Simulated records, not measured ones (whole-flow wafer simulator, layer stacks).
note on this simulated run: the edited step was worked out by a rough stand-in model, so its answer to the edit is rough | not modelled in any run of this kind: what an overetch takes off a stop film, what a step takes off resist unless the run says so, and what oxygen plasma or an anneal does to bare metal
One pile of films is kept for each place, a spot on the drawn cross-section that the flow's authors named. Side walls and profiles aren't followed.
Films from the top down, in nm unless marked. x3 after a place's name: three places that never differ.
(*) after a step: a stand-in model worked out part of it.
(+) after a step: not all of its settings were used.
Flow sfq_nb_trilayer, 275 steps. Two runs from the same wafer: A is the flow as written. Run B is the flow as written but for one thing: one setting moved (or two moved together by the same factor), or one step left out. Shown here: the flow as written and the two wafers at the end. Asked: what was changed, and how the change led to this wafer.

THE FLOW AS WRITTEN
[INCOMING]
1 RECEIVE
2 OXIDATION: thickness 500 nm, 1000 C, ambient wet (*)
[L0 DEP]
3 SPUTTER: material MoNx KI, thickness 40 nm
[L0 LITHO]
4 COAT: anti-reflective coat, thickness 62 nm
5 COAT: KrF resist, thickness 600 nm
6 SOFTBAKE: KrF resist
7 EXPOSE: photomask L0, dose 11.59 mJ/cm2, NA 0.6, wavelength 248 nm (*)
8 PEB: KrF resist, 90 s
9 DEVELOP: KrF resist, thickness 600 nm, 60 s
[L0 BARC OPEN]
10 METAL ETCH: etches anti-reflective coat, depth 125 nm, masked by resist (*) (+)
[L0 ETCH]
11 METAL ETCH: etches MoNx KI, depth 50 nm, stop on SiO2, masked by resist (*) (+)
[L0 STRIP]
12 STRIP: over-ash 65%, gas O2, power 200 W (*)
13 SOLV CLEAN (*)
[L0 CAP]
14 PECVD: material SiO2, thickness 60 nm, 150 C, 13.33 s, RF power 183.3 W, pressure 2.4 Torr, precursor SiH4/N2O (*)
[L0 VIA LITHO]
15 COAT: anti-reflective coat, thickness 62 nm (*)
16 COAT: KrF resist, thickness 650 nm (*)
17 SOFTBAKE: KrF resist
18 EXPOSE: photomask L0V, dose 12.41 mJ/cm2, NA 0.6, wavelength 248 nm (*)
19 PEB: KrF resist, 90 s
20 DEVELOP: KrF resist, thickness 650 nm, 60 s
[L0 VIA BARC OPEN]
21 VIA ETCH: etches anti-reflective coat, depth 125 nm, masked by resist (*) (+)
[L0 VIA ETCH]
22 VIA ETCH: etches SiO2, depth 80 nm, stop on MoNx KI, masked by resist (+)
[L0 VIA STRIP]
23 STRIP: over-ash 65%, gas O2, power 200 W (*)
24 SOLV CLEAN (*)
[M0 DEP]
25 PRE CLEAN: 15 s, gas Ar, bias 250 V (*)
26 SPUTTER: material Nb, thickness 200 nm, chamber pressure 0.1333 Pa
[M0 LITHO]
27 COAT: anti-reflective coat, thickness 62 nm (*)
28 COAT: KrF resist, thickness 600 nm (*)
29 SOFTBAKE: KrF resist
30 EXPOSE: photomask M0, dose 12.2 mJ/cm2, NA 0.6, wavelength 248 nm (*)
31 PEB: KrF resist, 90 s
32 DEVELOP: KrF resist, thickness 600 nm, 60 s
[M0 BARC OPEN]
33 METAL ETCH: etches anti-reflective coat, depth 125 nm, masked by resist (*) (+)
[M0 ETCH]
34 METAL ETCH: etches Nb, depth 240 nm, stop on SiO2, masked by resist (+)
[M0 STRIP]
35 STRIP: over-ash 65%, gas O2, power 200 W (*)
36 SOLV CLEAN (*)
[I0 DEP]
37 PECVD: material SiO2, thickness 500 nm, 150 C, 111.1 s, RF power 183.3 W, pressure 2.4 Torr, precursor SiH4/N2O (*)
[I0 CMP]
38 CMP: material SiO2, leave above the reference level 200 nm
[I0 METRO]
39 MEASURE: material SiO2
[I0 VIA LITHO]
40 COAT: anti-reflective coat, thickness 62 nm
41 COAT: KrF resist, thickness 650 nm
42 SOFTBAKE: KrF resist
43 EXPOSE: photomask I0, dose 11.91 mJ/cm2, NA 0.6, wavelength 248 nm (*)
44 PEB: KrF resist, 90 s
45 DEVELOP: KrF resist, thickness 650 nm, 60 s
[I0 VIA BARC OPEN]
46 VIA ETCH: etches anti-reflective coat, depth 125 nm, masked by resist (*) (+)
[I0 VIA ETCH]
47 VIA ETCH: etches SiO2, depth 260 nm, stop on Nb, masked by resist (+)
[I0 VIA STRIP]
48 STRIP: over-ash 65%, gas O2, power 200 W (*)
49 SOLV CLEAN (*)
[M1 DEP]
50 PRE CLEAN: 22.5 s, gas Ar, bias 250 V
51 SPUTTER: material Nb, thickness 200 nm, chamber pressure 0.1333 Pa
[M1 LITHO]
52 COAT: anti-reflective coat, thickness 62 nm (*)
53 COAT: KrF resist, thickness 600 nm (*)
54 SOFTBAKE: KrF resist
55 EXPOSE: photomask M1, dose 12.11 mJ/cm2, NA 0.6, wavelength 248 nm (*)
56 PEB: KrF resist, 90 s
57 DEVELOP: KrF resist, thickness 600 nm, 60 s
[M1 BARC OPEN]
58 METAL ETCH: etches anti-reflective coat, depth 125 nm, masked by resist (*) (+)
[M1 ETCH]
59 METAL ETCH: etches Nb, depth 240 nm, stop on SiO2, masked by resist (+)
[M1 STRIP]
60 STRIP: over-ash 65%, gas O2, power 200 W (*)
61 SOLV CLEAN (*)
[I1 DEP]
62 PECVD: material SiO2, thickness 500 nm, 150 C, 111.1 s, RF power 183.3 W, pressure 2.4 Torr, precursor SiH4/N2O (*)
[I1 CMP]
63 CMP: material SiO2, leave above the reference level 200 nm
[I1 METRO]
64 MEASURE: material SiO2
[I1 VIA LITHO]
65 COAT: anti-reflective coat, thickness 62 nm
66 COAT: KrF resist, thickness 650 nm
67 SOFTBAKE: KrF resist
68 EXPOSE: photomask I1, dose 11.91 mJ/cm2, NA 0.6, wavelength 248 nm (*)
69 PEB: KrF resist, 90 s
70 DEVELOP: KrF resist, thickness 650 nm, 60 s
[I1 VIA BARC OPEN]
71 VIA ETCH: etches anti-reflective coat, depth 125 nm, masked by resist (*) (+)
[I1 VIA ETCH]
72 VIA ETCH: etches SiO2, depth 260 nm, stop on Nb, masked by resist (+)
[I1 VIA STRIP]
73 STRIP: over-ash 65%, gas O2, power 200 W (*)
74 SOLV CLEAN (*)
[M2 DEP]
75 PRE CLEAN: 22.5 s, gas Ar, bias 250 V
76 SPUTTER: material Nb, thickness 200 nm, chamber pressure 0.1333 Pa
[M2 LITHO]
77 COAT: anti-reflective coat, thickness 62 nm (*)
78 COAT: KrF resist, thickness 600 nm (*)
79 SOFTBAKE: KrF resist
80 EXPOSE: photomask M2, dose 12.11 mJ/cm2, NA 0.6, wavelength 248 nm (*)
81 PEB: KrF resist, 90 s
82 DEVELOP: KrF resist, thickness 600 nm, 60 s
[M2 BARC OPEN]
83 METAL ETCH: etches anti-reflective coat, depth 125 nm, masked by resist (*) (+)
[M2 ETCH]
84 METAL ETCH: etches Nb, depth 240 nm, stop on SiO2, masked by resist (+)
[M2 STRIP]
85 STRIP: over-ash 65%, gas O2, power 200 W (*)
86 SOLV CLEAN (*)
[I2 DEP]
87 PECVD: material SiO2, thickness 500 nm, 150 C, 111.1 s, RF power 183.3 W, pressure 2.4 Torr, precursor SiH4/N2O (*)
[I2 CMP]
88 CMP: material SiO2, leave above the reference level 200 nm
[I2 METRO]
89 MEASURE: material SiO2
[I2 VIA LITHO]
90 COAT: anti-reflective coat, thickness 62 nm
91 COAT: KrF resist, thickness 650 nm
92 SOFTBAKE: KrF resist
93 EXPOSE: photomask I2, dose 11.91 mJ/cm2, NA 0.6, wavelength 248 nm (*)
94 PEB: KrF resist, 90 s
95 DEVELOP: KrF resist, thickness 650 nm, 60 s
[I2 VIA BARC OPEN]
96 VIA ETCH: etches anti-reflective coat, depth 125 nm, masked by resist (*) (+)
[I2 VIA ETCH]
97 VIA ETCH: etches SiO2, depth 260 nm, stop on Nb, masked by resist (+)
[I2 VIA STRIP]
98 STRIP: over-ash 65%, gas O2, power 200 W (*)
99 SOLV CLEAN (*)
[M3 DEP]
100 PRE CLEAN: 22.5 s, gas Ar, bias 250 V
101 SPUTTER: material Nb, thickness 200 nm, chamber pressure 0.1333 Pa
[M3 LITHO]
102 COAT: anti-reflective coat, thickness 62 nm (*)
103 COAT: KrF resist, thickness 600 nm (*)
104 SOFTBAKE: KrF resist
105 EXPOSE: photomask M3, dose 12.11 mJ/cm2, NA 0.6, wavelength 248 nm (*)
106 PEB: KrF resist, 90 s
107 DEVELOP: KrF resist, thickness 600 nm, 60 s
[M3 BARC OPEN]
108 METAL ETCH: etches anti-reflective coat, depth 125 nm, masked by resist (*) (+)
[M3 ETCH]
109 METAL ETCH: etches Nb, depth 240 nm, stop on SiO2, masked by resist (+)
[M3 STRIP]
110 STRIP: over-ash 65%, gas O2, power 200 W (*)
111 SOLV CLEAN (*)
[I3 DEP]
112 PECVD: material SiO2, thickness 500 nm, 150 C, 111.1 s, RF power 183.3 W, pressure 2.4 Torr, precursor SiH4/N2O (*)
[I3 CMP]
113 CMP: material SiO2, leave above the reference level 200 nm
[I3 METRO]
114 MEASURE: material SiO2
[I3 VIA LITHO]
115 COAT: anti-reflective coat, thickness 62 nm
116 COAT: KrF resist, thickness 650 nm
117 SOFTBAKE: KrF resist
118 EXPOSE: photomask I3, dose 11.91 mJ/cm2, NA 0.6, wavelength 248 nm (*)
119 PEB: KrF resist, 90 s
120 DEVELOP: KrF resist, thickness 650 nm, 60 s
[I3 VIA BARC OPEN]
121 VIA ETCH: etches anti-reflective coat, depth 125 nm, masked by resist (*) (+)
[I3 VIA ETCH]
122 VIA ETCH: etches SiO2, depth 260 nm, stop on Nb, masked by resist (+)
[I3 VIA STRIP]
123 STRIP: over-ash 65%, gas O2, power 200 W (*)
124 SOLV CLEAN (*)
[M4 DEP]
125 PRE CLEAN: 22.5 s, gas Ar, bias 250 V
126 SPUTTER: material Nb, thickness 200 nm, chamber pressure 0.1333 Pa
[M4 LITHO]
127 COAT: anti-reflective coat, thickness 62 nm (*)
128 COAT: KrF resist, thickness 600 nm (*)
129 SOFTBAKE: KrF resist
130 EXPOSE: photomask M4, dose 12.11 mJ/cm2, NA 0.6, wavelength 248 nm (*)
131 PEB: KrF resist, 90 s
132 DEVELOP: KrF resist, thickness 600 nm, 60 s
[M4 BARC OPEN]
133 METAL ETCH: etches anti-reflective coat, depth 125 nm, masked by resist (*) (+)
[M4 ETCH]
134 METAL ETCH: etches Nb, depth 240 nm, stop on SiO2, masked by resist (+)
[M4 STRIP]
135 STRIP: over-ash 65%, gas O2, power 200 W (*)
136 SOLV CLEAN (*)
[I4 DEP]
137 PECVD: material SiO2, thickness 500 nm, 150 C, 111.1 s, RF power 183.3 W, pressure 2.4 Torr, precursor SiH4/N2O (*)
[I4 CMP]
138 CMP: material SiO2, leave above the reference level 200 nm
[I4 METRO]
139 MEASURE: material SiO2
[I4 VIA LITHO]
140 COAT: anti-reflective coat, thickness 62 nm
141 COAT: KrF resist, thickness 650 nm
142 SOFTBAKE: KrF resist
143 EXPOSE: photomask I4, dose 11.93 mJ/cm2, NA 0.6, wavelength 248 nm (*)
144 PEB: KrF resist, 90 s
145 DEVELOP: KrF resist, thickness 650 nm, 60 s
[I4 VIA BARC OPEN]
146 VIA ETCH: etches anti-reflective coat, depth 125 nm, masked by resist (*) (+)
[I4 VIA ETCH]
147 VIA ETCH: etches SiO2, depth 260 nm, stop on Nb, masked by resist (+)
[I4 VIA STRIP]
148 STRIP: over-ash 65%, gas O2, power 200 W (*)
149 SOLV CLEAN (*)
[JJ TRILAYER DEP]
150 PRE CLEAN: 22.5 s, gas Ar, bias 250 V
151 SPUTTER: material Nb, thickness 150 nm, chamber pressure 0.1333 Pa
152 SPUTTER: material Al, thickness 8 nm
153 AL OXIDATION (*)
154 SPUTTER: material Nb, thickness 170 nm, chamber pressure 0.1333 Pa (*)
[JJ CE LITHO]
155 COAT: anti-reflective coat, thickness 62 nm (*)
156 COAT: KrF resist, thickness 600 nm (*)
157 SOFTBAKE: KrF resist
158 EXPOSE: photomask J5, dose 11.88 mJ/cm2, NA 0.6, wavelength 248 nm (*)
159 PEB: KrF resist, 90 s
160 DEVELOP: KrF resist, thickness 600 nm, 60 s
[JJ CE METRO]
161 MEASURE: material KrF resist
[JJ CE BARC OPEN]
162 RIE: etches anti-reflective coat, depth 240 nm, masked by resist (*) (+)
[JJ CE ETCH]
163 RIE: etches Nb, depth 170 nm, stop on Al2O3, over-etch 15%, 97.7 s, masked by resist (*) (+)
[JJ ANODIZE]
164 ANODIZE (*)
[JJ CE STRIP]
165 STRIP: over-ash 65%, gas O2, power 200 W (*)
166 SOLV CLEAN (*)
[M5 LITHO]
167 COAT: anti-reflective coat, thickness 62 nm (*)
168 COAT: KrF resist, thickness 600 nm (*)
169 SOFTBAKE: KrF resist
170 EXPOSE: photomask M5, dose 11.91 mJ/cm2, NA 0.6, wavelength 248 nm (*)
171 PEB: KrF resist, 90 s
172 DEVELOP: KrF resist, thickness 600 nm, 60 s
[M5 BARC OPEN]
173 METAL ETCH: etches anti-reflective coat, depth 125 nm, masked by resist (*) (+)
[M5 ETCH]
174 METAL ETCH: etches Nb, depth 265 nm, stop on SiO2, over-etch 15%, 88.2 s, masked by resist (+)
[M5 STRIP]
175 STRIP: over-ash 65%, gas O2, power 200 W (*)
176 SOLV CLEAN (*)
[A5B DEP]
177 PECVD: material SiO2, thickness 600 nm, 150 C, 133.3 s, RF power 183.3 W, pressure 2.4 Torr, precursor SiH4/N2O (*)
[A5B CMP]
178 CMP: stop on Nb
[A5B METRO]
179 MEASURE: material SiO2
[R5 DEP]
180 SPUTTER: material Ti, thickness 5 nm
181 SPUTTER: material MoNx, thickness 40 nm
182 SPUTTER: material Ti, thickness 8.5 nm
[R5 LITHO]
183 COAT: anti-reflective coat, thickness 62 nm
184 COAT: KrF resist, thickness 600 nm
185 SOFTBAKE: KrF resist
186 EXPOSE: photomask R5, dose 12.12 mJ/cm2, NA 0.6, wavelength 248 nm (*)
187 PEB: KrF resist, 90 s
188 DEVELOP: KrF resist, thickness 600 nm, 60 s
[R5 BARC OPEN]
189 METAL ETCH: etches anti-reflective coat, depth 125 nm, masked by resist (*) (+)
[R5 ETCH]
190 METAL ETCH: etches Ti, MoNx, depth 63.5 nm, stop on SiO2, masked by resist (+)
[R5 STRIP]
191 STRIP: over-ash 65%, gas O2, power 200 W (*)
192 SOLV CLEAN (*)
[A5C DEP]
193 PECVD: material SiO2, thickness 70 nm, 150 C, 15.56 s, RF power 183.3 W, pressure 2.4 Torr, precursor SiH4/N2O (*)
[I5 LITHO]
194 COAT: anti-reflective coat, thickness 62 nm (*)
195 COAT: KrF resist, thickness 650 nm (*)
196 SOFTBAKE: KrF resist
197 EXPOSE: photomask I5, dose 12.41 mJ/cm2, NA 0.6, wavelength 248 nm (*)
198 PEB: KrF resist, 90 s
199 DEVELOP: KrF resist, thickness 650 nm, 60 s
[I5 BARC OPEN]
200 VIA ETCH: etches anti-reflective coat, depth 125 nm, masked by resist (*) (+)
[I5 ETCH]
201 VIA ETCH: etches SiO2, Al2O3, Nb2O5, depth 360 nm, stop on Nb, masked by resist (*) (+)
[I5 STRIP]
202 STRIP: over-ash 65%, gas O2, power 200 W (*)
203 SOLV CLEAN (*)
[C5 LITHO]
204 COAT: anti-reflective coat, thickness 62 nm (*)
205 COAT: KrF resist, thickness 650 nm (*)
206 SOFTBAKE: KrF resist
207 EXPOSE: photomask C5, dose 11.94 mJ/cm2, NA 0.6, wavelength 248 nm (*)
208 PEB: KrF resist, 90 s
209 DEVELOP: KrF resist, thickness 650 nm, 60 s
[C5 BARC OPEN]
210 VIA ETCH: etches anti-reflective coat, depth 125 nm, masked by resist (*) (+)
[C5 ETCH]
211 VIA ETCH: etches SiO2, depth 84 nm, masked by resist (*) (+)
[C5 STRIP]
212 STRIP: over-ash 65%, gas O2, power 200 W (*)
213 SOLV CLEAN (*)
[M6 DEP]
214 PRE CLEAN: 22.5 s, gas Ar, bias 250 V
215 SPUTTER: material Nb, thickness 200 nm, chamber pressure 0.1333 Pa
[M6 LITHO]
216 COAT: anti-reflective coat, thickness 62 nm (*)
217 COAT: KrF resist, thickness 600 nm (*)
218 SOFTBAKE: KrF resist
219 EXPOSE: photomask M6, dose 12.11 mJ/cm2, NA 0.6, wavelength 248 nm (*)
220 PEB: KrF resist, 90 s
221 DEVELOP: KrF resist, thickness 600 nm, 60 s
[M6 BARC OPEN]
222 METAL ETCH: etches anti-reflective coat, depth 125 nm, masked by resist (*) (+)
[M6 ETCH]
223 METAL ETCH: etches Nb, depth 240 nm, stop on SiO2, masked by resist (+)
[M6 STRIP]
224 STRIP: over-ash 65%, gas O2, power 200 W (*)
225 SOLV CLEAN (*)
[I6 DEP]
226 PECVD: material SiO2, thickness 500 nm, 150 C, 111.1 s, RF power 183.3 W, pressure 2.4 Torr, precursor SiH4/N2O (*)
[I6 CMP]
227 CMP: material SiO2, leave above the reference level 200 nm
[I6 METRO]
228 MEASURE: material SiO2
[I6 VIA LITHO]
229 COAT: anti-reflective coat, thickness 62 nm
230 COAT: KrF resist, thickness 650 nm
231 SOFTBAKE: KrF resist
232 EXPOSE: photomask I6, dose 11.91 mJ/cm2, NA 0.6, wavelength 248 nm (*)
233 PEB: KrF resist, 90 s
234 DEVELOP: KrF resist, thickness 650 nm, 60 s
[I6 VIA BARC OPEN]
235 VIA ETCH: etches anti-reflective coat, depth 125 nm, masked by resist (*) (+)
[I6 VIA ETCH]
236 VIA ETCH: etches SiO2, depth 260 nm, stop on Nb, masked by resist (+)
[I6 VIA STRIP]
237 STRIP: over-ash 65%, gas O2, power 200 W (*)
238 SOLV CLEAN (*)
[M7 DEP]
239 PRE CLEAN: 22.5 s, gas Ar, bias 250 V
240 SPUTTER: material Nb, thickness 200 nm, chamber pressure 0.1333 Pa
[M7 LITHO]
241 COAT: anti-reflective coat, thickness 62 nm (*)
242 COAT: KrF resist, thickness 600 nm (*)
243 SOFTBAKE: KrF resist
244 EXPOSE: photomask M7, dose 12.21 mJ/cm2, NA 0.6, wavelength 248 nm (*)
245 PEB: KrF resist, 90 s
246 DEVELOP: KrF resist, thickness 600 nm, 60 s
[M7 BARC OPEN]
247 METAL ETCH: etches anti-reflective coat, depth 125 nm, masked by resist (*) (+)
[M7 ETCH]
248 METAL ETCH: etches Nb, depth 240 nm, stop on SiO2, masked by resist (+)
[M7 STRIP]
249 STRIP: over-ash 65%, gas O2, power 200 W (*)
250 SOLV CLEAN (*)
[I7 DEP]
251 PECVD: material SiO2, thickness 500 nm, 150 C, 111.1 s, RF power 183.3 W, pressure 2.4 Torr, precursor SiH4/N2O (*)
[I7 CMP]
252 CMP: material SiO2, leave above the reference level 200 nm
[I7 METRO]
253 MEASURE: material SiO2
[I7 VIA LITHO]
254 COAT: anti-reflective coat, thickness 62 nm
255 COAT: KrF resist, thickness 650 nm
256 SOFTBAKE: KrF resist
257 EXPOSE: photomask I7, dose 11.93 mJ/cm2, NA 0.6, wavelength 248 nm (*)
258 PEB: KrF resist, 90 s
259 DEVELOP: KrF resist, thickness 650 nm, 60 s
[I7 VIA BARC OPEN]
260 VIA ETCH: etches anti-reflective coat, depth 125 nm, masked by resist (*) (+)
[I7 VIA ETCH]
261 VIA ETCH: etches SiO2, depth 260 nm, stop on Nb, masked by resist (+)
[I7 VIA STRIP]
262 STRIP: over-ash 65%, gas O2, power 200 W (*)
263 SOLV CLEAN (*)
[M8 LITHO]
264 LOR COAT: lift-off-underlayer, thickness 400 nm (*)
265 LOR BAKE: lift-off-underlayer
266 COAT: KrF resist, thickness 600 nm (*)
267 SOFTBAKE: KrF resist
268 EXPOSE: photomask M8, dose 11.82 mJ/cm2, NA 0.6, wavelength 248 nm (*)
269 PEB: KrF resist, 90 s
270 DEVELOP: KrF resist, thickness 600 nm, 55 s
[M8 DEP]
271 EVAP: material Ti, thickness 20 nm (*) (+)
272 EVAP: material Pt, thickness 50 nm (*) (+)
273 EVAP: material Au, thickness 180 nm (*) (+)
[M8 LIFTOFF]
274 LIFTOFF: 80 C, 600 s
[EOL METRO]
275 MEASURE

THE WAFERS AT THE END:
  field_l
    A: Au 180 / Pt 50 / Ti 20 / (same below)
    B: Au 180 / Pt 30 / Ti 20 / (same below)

The cause: step 272, EVAP: thickness 30 nm was run, where the flow has thickness 50 nm.
It can be read off the wafer: field_l has Pt 30, and step 272 as written asks for 50 nm.

How the change led to this, step by step:
  272 EVAP: material Pt, thickness 50 nm (*) (+)
      field_l, v_sur, via_wl and 103 more: A Pt +50 (new film) | B Pt +30 (new film)
  274 LIFTOFF: 80 C, 600 s
      p4_fl, p4_fm, p4_w1 and 71 more: A Au -180 (all of it), Pt -50 (all of it), Ti -20 (all of it), KrF resist -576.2 (all of it), lift-off-underlayer -400 (all of it) | B Au -180 (all of it), Pt -30 (all of it), Ti -20 (all of it), KrF resist -576.2 (all of it), lift-off-underlayer -400 (all of it)
      c5j, ce_r: A Au -180 (all of it), Pt -50 (all of it), Ti -20 (all of it), KrF resist -573.3 (all of it), lift-off-underlayer -399.3 (all of it) | B Au -180 (all of it), Pt -30 (all of it), Ti -20 (all of it), KrF resist -573.3 (all of it), lift-off-underlayer -399.3 (all of it)
      (and at 19 more places)
